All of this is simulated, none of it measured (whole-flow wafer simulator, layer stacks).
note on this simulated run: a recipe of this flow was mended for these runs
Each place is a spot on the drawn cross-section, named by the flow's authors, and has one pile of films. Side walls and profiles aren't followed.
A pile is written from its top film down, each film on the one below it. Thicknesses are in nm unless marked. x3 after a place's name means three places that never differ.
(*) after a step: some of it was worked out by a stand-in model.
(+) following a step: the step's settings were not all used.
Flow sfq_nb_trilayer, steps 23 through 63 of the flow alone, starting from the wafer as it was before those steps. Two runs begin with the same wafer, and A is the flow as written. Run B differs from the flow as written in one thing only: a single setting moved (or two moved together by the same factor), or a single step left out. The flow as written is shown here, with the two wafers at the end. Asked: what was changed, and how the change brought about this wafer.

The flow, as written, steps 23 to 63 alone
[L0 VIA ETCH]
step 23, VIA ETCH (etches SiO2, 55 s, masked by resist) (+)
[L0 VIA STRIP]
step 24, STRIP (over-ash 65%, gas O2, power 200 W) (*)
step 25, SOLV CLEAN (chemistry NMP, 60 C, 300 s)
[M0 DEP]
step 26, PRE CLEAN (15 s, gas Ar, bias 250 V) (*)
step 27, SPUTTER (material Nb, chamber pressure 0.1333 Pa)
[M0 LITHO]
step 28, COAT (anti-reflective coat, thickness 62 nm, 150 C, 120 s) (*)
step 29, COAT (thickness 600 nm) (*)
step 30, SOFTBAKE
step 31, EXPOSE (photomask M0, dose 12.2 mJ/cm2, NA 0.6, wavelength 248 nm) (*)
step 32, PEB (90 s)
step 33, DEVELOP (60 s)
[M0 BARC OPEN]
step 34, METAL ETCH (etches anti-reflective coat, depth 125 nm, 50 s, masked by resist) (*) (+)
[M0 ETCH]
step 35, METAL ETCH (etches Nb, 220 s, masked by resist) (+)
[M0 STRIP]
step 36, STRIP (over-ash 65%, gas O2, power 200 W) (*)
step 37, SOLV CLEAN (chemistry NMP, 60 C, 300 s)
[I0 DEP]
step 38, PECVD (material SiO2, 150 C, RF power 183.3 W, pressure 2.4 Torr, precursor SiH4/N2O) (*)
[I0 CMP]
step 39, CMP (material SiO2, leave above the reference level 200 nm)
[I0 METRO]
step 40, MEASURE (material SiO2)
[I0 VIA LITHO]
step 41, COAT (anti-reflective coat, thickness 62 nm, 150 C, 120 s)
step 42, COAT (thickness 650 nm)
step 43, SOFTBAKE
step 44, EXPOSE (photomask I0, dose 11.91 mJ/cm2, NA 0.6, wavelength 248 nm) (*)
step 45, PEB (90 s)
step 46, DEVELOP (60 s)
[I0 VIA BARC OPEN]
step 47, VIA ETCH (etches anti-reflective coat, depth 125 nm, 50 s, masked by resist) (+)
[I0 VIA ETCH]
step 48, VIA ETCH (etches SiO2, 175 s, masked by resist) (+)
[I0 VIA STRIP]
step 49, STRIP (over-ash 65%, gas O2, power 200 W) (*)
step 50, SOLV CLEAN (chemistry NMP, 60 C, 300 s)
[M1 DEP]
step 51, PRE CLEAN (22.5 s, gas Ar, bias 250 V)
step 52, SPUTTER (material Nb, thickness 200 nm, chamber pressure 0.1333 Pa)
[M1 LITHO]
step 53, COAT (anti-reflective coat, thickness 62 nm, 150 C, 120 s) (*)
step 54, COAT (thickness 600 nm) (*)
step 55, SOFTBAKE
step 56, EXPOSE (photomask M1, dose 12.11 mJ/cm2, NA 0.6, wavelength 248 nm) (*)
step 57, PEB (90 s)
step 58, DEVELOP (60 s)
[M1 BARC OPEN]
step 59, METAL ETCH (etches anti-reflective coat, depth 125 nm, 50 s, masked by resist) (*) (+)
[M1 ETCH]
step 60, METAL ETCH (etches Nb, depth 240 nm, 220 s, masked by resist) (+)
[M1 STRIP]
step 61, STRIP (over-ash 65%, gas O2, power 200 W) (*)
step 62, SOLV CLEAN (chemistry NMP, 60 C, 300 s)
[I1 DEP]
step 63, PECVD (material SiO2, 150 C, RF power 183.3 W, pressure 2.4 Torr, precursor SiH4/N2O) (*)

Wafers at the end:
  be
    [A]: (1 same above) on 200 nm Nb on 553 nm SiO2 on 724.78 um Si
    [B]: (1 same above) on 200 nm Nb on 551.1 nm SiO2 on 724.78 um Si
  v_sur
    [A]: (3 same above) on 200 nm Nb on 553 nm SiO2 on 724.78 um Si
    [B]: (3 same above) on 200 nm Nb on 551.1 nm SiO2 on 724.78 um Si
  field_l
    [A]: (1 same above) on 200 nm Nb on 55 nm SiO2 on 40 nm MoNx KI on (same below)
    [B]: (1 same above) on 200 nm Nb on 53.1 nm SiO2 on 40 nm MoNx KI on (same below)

Cause: step 26, PRE CLEAN: 20.8 s was run, while the flow as written has 15 s.

How this came from the change, step by step:
  step 26, PRE CLEAN (15 s, gas Ar, bias 250 V) (*)
      field_l, v_sur, via_wl and 102 more: A SiO2 loses 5 | B SiO2 loses 6.93
      l0v: A MoNx KI loses 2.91 | B MoNx KI loses 4.12
